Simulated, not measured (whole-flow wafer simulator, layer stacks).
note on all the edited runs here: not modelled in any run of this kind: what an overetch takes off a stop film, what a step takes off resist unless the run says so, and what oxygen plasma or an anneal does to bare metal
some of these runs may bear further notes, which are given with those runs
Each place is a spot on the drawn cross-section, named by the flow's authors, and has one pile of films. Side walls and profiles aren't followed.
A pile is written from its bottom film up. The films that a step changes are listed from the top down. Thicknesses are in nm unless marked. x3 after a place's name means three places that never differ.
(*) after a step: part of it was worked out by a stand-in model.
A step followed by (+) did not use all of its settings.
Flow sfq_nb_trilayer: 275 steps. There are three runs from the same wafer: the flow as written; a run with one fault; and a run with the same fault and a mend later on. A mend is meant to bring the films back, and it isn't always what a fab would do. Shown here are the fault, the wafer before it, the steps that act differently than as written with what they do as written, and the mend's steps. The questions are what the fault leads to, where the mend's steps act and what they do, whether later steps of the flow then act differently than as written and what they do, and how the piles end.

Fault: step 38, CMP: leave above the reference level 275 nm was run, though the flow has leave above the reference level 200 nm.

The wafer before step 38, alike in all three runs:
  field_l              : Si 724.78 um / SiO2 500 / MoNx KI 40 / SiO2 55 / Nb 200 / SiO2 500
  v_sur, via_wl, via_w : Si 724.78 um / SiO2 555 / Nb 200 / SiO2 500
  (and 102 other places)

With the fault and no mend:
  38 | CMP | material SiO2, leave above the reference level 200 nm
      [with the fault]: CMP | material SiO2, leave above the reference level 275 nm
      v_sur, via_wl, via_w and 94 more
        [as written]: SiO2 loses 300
        [with the fault]: SiO2 loses 225
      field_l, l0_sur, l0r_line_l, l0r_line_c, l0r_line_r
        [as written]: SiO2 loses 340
        [with the fault]: SiO2 loses 265
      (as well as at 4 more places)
  Steps later in the flow that act otherwise than as written (4 other steps are not shown; they differ only slightly, by no more than 2% or 0.5 nm, whichever is larger):
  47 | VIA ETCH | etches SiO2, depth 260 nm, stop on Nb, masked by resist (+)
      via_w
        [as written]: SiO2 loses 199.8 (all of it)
        [with the fault]: SiO2 loses 260
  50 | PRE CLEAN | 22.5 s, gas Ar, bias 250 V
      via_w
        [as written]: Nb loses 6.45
        [with the fault]: SiO2 loses 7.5
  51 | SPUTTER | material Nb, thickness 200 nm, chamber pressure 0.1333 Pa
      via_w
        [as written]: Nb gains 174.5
        [with the fault]: Nb gains 163.1 (new film)
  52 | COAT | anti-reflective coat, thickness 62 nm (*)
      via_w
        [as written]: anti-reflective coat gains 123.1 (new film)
        [with the fault]: anti-reflective coat gains 136.1 (new film)
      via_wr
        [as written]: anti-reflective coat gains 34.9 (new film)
        [with the fault]: anti-reflective coat gains 33.2 (new film)
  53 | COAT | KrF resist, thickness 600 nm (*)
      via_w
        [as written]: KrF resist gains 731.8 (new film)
        [with the fault]: KrF resist gains 781.6 (new film)
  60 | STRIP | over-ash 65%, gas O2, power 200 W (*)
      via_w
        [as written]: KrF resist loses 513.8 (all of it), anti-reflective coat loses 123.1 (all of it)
        [with the fault]: KrF resist loses 563.6 (all of it), anti-reflective coat loses 136.1 (all of it)
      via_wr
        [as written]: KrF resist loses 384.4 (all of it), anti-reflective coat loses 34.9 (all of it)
        [with the fault]: KrF resist loses 378.6 (all of it), anti-reflective coat loses 33.2 (all of it)
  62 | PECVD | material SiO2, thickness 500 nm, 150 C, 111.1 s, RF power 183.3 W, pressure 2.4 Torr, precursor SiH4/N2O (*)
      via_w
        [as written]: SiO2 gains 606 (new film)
        [with the fault]: SiO2 gains 678.7 (new film)
  The piles end different from the flow's at field_l, v_sur, via_wl and 103 more by more than 2% or 0.5 nm, whichever is larger.
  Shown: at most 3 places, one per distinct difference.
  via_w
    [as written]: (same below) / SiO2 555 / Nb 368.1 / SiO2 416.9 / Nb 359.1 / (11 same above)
    [with the fault]: (same below) / SiO2 555 / Nb 200 / SiO2 7.34 / Nb 163.1 / SiO2 489.6 / Nb 359.1 / (11 same above)
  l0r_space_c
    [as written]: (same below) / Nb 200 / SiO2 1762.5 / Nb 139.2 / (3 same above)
    [with the fault]: (same below) / Nb 200 / SiO2 1837.5 / Nb 139.2 / (3 same above)
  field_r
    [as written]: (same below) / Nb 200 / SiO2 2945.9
    [with the fault]: (same below) / Nb 200 / SiO2 3020.9

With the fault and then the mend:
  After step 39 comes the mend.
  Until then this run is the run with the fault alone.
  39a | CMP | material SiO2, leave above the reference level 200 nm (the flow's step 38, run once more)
      field_l, v_sur, via_wl and 103 more
        SiO2 loses 75
  Later steps of the flow that are run all act as written at every place that is followed.
  At every place that both follow, the piles at the end match the flow's.
